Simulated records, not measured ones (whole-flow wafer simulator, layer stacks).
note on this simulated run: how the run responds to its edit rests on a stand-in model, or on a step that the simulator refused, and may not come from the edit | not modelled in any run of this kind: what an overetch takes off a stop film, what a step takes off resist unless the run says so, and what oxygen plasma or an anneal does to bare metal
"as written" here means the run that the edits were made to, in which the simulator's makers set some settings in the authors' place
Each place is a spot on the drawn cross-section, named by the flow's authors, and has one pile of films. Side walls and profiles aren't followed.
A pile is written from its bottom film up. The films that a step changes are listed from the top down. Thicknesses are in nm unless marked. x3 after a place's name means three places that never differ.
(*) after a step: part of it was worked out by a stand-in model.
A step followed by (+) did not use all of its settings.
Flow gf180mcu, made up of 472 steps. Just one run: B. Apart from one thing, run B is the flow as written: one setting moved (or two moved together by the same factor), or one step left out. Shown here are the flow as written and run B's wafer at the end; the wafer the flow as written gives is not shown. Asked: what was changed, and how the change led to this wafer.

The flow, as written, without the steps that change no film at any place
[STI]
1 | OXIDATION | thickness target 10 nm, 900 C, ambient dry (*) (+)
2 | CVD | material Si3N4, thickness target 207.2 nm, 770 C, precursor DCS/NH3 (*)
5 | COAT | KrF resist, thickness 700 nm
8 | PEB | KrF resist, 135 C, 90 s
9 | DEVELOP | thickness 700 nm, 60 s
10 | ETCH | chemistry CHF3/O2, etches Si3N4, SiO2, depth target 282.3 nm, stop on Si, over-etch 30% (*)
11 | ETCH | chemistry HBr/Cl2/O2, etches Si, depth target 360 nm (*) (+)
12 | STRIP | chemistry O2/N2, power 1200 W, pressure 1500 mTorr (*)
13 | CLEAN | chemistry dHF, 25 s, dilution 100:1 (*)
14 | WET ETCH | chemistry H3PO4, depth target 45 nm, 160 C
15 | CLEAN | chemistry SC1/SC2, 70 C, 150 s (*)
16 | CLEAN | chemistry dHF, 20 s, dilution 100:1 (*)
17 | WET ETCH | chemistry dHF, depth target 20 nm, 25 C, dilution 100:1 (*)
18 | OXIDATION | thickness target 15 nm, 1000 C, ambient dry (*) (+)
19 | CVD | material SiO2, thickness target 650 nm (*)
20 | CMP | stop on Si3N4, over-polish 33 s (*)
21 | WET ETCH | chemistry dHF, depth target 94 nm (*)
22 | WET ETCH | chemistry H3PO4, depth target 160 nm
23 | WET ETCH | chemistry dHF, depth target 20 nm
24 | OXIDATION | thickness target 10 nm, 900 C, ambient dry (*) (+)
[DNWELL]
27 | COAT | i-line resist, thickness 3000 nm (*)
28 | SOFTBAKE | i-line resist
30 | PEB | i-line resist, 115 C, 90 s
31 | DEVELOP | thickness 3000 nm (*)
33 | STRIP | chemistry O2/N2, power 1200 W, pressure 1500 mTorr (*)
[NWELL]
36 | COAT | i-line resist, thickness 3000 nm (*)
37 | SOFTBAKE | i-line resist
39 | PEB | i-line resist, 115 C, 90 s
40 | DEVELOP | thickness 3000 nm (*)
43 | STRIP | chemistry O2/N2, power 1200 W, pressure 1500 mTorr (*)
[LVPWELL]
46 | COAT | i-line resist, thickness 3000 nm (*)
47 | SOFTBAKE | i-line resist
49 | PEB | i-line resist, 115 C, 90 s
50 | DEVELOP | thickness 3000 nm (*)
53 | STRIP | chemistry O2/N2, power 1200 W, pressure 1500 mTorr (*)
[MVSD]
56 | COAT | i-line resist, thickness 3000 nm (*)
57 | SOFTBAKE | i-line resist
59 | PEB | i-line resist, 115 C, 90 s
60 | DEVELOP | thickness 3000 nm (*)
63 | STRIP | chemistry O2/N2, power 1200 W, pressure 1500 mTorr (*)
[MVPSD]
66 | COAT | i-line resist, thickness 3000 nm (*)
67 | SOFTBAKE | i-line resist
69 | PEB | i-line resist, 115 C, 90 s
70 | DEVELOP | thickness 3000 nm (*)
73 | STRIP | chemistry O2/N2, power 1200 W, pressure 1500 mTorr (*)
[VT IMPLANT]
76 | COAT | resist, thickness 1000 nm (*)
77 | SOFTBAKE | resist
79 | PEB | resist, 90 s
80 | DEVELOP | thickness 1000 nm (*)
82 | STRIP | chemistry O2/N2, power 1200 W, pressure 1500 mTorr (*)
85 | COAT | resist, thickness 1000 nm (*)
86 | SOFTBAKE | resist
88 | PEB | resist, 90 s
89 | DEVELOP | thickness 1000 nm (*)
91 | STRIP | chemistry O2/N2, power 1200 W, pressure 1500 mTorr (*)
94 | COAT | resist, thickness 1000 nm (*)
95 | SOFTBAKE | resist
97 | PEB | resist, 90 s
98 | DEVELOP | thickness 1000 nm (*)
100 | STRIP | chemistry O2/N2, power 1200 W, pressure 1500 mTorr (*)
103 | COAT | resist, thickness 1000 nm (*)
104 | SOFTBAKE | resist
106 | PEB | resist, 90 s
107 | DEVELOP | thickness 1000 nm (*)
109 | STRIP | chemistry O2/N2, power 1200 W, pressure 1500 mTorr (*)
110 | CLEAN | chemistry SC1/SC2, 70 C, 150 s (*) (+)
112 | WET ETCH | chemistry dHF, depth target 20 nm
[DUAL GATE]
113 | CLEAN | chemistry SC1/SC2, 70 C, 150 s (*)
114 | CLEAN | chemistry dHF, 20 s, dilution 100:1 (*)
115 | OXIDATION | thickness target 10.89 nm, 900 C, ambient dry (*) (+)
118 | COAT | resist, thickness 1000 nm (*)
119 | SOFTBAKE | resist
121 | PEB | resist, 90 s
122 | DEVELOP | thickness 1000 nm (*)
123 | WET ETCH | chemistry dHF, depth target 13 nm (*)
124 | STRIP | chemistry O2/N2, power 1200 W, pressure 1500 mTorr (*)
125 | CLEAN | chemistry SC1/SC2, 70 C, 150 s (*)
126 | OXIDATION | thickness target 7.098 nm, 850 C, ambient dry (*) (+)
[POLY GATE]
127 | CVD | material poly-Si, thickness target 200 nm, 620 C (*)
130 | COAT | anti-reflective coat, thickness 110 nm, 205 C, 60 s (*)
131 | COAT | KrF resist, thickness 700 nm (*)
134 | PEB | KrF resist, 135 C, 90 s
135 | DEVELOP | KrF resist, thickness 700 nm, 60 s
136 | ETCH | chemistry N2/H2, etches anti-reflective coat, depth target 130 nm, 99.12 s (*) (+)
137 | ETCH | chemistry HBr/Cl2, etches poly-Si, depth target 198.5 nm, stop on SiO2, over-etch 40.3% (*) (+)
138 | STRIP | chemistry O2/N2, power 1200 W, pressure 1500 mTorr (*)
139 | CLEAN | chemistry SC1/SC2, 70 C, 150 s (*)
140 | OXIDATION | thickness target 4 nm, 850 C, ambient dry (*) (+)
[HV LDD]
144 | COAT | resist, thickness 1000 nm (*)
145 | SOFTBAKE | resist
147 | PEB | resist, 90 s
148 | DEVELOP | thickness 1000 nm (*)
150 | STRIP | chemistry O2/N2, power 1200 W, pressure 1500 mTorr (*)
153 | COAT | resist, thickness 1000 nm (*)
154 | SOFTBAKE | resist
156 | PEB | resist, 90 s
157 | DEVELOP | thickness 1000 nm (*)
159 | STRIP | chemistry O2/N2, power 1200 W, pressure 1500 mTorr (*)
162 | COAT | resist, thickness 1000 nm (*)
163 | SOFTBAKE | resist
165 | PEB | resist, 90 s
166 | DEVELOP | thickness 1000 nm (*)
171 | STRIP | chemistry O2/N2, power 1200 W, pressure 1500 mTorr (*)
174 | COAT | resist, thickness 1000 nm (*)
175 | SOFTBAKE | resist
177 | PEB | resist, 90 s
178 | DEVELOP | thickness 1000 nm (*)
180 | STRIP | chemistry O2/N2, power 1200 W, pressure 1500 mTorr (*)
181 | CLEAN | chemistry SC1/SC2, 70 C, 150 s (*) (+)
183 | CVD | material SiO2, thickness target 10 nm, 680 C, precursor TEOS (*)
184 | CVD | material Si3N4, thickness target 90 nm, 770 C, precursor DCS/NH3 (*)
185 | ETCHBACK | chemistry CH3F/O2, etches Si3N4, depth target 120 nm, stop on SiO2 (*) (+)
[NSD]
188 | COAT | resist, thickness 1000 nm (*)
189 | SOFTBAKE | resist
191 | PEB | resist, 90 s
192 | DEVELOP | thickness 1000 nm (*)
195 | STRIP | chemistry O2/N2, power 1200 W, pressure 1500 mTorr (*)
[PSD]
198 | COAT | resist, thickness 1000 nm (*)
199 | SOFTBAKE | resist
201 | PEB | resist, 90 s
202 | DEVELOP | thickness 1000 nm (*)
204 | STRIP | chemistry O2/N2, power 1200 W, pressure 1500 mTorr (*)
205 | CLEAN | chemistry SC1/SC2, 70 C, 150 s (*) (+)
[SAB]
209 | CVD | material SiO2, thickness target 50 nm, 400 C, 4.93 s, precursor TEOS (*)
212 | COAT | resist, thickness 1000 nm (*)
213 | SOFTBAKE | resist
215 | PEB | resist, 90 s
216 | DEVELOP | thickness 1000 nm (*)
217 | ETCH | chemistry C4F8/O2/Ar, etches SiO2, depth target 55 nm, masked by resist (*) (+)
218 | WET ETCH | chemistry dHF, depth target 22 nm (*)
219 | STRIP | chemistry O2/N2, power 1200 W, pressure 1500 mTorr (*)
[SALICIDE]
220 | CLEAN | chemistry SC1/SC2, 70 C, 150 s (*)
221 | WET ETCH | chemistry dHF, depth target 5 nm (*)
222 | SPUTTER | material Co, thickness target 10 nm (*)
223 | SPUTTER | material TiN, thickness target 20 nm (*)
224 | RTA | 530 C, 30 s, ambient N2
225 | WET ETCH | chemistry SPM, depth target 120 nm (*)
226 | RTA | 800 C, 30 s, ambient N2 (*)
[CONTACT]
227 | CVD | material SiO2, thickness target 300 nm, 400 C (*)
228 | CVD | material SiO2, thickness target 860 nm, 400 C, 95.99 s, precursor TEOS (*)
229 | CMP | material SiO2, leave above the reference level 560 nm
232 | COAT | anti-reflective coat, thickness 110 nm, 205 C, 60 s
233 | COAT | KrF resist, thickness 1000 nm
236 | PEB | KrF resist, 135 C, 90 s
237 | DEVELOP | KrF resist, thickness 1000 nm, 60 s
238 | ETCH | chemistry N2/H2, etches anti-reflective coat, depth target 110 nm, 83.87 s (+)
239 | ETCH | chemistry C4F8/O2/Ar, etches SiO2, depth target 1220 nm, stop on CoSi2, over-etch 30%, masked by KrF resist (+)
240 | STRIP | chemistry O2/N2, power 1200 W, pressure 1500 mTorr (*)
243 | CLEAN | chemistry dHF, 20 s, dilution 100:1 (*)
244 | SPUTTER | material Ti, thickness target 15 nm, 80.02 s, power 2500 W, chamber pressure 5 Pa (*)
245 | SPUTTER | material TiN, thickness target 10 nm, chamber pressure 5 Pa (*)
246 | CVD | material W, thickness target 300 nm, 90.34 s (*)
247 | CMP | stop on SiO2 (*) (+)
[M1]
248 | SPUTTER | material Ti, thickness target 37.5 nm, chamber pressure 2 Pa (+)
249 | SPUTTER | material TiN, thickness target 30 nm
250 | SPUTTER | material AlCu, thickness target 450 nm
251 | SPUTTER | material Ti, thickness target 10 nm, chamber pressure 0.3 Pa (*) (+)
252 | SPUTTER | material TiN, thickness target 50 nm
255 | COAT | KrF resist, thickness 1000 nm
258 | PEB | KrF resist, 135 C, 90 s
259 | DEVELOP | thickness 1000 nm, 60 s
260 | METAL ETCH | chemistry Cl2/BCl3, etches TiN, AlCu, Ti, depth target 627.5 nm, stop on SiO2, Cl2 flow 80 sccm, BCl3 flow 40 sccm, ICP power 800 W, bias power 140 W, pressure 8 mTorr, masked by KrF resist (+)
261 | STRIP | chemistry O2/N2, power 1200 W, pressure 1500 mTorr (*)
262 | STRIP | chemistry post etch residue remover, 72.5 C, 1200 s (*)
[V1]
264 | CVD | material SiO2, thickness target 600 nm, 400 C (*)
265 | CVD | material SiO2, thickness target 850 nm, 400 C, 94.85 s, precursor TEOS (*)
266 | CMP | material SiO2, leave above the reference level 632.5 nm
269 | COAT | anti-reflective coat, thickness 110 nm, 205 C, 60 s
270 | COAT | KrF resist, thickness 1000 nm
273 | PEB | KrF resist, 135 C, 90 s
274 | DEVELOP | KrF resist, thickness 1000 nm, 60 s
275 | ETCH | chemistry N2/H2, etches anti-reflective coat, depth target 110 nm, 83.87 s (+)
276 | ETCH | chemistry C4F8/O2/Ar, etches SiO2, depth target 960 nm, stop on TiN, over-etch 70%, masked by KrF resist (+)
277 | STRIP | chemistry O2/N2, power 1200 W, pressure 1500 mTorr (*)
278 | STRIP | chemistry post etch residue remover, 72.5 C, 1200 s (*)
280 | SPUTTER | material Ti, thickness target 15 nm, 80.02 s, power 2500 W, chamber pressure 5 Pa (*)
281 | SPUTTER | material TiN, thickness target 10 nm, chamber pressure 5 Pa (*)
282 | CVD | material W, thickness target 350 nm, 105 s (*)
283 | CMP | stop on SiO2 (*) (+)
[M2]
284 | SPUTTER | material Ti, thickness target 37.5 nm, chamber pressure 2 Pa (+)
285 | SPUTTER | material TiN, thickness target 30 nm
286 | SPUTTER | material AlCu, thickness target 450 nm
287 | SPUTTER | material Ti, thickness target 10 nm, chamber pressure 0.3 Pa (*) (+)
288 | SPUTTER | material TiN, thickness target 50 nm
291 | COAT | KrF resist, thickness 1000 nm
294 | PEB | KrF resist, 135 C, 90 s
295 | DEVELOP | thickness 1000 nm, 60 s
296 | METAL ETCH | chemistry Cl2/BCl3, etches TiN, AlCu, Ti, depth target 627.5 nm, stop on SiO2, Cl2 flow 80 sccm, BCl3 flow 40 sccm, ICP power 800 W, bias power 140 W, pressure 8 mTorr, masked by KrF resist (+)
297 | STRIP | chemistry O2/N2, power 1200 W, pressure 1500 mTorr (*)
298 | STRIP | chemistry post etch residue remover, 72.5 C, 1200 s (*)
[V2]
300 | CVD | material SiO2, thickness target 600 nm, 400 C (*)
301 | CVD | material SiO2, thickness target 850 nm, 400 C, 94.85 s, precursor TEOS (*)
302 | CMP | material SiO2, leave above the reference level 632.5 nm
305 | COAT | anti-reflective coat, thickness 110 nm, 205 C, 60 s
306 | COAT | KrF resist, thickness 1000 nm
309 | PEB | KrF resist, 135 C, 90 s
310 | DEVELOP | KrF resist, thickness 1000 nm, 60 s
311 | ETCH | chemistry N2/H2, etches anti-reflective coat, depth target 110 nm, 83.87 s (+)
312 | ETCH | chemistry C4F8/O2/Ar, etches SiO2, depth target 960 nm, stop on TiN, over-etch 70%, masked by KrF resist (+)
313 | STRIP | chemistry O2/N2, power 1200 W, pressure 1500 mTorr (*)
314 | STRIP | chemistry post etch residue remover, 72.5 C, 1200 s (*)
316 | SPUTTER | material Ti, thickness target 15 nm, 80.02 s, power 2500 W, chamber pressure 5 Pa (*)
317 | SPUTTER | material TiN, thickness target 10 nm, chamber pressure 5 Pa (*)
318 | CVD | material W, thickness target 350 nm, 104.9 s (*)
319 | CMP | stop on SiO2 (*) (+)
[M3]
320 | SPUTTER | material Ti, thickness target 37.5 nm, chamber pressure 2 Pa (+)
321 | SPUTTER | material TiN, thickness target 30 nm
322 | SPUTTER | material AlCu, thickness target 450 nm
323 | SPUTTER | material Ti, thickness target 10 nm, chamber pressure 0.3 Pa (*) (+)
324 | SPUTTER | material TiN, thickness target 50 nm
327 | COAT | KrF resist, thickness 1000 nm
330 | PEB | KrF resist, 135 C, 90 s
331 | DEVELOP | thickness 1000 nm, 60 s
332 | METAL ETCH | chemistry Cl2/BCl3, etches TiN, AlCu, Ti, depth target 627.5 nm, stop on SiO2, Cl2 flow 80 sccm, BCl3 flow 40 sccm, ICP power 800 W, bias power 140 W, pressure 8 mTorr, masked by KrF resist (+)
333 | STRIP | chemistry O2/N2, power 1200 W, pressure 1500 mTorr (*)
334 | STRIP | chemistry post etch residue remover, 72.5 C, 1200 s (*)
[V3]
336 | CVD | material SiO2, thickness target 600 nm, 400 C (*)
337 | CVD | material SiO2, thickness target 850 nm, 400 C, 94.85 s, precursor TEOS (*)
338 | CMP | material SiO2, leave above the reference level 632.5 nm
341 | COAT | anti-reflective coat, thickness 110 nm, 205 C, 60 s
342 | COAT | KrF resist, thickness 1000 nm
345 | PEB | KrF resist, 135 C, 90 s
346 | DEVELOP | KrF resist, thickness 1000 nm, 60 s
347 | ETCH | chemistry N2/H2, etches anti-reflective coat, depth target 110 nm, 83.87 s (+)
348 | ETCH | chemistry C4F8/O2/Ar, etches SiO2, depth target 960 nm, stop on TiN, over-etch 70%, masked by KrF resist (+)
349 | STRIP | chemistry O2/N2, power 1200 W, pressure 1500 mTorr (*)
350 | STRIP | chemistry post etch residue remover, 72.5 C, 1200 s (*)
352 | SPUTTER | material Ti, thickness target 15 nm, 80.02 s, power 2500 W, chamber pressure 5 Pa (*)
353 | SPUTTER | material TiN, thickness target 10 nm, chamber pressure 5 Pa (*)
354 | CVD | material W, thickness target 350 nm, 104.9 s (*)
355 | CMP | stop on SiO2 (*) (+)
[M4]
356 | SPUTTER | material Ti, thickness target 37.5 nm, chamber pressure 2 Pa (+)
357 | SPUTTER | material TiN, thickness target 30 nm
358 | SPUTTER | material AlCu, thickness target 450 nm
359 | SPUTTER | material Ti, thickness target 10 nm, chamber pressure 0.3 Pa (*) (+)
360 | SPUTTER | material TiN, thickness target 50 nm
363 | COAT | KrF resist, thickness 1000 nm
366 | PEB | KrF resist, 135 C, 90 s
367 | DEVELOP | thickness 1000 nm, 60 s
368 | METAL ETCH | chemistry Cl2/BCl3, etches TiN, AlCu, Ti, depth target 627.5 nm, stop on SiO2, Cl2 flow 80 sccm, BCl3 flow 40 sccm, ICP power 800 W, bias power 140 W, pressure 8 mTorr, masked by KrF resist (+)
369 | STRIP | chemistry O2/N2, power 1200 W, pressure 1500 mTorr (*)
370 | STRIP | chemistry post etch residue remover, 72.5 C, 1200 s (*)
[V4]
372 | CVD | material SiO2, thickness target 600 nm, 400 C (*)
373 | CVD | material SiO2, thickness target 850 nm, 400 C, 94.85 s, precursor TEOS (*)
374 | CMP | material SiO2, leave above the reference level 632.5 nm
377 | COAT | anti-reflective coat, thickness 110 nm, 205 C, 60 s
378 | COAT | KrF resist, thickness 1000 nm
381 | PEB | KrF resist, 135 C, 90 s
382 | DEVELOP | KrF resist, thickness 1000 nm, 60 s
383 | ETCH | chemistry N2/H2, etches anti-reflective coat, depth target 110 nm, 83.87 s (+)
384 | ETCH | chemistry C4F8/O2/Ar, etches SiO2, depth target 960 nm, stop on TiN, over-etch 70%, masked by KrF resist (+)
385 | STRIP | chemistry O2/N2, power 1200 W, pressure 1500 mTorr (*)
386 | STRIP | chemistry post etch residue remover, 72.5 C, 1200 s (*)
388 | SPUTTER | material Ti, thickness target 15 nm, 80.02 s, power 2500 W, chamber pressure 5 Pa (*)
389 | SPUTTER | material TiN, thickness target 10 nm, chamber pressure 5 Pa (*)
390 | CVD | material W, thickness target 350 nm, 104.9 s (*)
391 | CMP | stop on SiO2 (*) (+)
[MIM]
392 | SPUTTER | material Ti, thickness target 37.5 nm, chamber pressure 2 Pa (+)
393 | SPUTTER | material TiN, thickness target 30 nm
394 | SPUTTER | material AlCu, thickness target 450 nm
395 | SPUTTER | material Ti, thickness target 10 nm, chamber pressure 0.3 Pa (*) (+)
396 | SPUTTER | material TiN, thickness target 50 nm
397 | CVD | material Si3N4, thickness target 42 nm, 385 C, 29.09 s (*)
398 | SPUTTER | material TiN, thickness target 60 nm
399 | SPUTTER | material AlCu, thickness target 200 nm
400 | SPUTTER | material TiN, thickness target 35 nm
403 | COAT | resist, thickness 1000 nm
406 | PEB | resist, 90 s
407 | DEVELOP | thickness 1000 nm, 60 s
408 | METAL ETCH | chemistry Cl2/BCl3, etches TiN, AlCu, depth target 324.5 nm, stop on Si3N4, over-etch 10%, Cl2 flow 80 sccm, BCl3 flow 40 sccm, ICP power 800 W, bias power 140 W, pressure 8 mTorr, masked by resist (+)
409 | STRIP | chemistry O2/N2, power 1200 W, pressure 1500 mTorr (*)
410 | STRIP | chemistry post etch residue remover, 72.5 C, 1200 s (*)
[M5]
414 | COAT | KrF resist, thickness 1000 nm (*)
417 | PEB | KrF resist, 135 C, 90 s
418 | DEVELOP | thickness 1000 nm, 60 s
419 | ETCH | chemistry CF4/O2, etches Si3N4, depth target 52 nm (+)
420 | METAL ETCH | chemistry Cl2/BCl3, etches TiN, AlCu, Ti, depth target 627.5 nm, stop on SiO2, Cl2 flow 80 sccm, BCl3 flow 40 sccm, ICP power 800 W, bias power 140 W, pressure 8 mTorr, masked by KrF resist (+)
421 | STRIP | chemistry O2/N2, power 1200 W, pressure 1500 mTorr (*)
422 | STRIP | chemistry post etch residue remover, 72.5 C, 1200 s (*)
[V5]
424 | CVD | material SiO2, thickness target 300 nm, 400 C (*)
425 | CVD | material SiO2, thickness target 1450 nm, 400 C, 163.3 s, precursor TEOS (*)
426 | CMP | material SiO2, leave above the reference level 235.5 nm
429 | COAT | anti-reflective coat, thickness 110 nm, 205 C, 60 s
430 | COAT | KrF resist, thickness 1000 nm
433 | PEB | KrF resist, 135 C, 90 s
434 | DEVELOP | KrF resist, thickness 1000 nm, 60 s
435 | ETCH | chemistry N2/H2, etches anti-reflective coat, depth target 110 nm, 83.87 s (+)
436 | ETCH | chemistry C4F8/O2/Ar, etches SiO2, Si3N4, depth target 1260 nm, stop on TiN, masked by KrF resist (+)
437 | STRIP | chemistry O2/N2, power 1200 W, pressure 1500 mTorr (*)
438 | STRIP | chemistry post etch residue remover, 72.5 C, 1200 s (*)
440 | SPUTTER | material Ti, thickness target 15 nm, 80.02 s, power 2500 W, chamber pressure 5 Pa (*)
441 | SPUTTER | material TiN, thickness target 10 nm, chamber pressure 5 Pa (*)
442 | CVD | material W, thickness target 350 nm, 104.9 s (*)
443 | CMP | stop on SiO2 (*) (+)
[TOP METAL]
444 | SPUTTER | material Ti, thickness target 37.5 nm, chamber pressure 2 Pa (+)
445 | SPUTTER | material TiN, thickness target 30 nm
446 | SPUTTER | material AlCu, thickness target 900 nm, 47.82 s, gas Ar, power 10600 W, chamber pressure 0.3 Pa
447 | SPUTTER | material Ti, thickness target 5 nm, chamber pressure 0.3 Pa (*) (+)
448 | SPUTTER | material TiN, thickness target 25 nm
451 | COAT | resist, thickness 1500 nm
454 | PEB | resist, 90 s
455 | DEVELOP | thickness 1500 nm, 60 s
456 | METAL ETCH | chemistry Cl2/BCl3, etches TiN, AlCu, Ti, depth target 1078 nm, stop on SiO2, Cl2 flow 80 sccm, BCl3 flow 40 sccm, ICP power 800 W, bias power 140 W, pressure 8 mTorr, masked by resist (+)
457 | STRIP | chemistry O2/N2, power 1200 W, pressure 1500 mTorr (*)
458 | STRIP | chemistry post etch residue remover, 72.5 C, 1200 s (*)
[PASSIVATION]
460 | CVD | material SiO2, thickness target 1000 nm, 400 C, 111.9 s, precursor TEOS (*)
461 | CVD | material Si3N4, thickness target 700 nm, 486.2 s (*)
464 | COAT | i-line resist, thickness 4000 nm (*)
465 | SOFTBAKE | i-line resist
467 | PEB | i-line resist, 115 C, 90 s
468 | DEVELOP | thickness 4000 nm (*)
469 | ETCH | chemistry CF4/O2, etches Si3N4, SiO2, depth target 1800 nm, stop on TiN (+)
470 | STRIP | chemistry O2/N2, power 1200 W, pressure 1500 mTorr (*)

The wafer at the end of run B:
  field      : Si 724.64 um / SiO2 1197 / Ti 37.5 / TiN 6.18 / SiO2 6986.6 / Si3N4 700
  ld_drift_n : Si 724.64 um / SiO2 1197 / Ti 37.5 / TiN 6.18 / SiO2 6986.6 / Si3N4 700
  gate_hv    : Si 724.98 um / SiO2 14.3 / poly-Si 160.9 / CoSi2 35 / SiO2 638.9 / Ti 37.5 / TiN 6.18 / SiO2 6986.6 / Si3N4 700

What caused this: step 260, METAL ETCH: depth target 533.4 nm was run, while the flow as written has depth target 627.5 nm.

How this came from the change, step by step:
  260 | METAL ETCH | chemistry Cl2/BCl3, etches TiN, AlCu, Ti, depth target 627.5 nm, stop on SiO2, Cl2 flow 80 sccm, BCl3 flow 40 sccm, ICP power 800 W, bias power 140 W, pressure 8 mTorr, masked by KrF resist (+)
      field, field__w1, field__w2 and 99 more: TiN loses 50 (all of it), Ti loses 10 (all of it), AlCu loses 450 (all of it), TiN loses 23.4 (it would be, as written: TiN loses 50 (all of it), Ti loses 10 (all of it), AlCu loses 450 (all of it), TiN loses 30 (all of it), Ti loses 37.5 (all of it))
      field__w8, contact, m1 and 6 more: KrF resist loses 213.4 (it would be, as written: KrF resist loses 251)
  261 | STRIP | chemistry O2/N2, power 1200 W, pressure 1500 mTorr (*)
      field__w8, contact, m1 and 6 more: KrF resist loses 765 (all of it) (it would be, as written: KrF resist loses 727.4 (all of it))
  264 | CVD | material SiO2, thickness target 600 nm, 400 C (*)
      field, field__w1, field__w2 and 99 more: SiO2 gains 600 (new film) (it would be, as written: SiO2 gains 600)
  266 | CMP | material SiO2, leave above the reference level 632.5 nm
      field, field__w1, field__w2 and 99 more: SiO2 loses 343.7 (it would be, as written: SiO2 loses 300)
If metal films that touch count as one body, field has 1 body; the flow as written gives 0 bodies.
If metal films that touch count as one body, ld_drift_n has 1 body; the flow as written gives 0 bodies.
If metal films that touch count as one body, gate_hv has 2 bodies (between them, from the top down: SiO2 638.9); the flow as written gives 1 body.
